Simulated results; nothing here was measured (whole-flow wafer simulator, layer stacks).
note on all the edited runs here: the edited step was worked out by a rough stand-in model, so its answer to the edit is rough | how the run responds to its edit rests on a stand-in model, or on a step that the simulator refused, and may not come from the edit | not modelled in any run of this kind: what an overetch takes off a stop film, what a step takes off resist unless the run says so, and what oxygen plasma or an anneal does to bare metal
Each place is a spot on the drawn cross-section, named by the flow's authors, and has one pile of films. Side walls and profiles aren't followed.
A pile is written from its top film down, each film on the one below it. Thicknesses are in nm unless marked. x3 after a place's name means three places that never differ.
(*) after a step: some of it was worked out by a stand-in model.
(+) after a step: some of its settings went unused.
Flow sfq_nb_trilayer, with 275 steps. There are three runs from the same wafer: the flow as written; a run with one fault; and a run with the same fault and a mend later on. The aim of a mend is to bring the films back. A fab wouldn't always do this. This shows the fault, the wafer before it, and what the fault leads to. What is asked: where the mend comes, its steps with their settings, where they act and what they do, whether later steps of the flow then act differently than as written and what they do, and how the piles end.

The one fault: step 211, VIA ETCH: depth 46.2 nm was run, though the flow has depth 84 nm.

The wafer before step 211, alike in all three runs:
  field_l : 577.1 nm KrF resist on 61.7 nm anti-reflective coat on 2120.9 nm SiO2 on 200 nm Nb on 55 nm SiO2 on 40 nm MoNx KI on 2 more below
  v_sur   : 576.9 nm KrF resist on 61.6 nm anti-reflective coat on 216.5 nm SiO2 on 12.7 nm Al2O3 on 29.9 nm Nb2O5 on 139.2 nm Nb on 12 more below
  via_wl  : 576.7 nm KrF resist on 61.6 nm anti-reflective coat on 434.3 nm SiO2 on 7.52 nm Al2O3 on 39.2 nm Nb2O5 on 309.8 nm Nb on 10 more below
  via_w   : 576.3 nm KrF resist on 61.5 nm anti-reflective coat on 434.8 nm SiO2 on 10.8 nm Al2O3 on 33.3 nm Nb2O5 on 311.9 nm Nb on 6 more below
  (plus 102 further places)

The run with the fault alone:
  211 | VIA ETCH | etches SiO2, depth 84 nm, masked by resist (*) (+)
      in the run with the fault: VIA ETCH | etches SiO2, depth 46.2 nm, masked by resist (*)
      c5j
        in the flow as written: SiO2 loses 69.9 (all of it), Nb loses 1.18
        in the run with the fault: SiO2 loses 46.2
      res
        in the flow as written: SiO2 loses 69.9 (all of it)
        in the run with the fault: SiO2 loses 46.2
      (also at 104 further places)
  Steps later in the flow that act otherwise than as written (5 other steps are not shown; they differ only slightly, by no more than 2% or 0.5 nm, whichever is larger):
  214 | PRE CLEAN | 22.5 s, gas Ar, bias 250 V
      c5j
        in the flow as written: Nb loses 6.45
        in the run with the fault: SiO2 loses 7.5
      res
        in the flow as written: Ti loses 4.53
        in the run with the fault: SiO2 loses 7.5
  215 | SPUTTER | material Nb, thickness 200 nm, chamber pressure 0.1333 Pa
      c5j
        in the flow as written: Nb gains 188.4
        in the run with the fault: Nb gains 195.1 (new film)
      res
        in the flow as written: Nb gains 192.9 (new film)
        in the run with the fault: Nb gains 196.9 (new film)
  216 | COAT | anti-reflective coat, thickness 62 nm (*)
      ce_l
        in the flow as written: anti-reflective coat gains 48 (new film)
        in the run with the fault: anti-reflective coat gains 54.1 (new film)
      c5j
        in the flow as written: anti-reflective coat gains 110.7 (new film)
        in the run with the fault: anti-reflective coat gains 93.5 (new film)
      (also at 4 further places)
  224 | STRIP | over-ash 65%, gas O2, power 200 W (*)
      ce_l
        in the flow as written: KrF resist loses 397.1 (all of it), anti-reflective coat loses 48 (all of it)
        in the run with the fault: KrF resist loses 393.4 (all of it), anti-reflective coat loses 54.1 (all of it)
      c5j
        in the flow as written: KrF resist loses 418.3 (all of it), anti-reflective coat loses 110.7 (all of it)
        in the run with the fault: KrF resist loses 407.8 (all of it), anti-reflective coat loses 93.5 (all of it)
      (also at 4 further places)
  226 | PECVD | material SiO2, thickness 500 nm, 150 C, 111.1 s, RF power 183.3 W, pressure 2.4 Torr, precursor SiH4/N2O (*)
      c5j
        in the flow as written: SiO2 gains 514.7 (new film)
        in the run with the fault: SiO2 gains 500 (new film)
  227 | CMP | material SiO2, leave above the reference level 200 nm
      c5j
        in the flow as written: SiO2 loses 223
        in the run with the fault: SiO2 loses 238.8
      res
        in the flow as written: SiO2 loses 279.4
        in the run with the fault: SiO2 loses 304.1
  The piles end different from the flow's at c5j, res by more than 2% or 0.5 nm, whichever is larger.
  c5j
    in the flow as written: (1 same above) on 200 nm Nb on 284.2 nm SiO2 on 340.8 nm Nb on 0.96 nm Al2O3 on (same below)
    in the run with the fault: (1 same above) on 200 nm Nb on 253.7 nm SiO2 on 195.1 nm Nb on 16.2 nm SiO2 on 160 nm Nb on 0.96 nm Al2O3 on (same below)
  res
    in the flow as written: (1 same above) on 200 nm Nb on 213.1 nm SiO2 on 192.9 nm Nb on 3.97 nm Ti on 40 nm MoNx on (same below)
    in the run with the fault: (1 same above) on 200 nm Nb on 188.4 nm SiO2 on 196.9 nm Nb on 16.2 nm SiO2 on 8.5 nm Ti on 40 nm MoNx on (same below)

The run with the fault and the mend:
  The mend stands after step 212.
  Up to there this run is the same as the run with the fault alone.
  212a | COAT | anti-reflective coat, thickness 62 nm (*) (a further turn of the flow's step 204)
      field_r, ln_m5, lsp_m and 64 more
        anti-reflective coat gains 62 (new film)
      ln_m6, lsp_r, l0_sur, l0v, wl_a_sl, wl_a_m6, wl_a_sr, wl_g_sr
        anti-reflective coat gains 61.9 (new film)
      field_l, v_sur
        anti-reflective coat gains 61.6 (new film)
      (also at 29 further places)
  212b | COAT | KrF resist, thickness 650 nm (*) (a further turn of the flow's step 205)
      l0v, p4_fl x3, p4_w1 x9 and 35 more
        KrF resist gains 650 (new film)
      wl_b_m5, wl_b_sr, wl_c_sl and 12 more
        KrF resist gains 649.9 (new film)
      lsp_r, wl_j_sl, wl_j_sr
        KrF resist gains 650.2 (new film)
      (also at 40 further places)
  212c | SOFTBAKE | KrF resist (a further turn of the flow's step 206)
      leaves every film unchanged at each place that is followed
  212d | EXPOSE | photomask C5, dose 11.94 mJ/cm2, NA 0.6, wavelength 248 nm (*) (a further turn of the flow's step 207)
      leaves every film unchanged at each place that is followed
  212e | PEB | KrF resist, 90 s (a further turn of the flow's step 208)
      field_l, sp_r, moat and 79 more
        KrF resist loses 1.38
      v_sur, via_wl, via_w, via_wr, via_sp, be_sur, jj_sur
        KrF resist loses 1.37
      via_v, wire, res
        KrF resist loses 1.36
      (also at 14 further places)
  212f | DEVELOP | KrF resist, thickness 650 nm, 60 s (a further turn of the flow's step 209)
      field_l, v_sur, via_wl and 101 more
        KrF resist loses 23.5
      c5j
        KrF resist loses 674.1 (all of it)
      res
        KrF resist loses 642 (all of it)
  212g | VIA ETCH | etches anti-reflective coat, depth 125 nm, masked by resist (*) (+) (a further turn of the flow's step 210)
      field_l, v_sur, via_wl and 101 more
        KrF resist loses 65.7
      c5j
        anti-reflective coat loses 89 (all of it), SiO2 loses 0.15
      res
        anti-reflective coat loses 78.8 (all of it), SiO2 loses 0.2
  212h | VIA ETCH | etches SiO2, depth 37.8 nm, masked by resist (*) (+) (a further turn of the flow's step 211, with different settings)
      field_l, v_sur, via_wl and 101 more
        KrF resist loses 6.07
      c5j
        SiO2 loses 23.5 (all of it), Nb loses 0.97
      res
        SiO2 loses 23.5 (all of it)
  212i | STRIP | over-ash 65%, gas O2, power 200 W (*) (a further turn of the flow's step 212)
      p4_fl x3, p4_w1 x9, p4_g1 x2 and 33 more
        KrF resist loses 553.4 (all of it), anti-reflective coat loses 62 (all of it)
      wl_b_sl, wl_b_m5, wl_b_sr and 11 more
        KrF resist loses 553.2 (all of it), anti-reflective coat loses 62 (all of it)
      wl_d_m1, wl_d_sr, wl_e_sl
        KrF resist loses 553.3 (all of it), anti-reflective coat loses 62 (all of it)
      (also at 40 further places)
  None of the later steps of the flow differs from how it acts as written, at any place that is followed, by more than 2% or 0.5 nm, whichever is larger.
  The piles end only slightly different from the flow's at the places that both follow, by no more than 2% or 0.5 nm, whichever is larger.
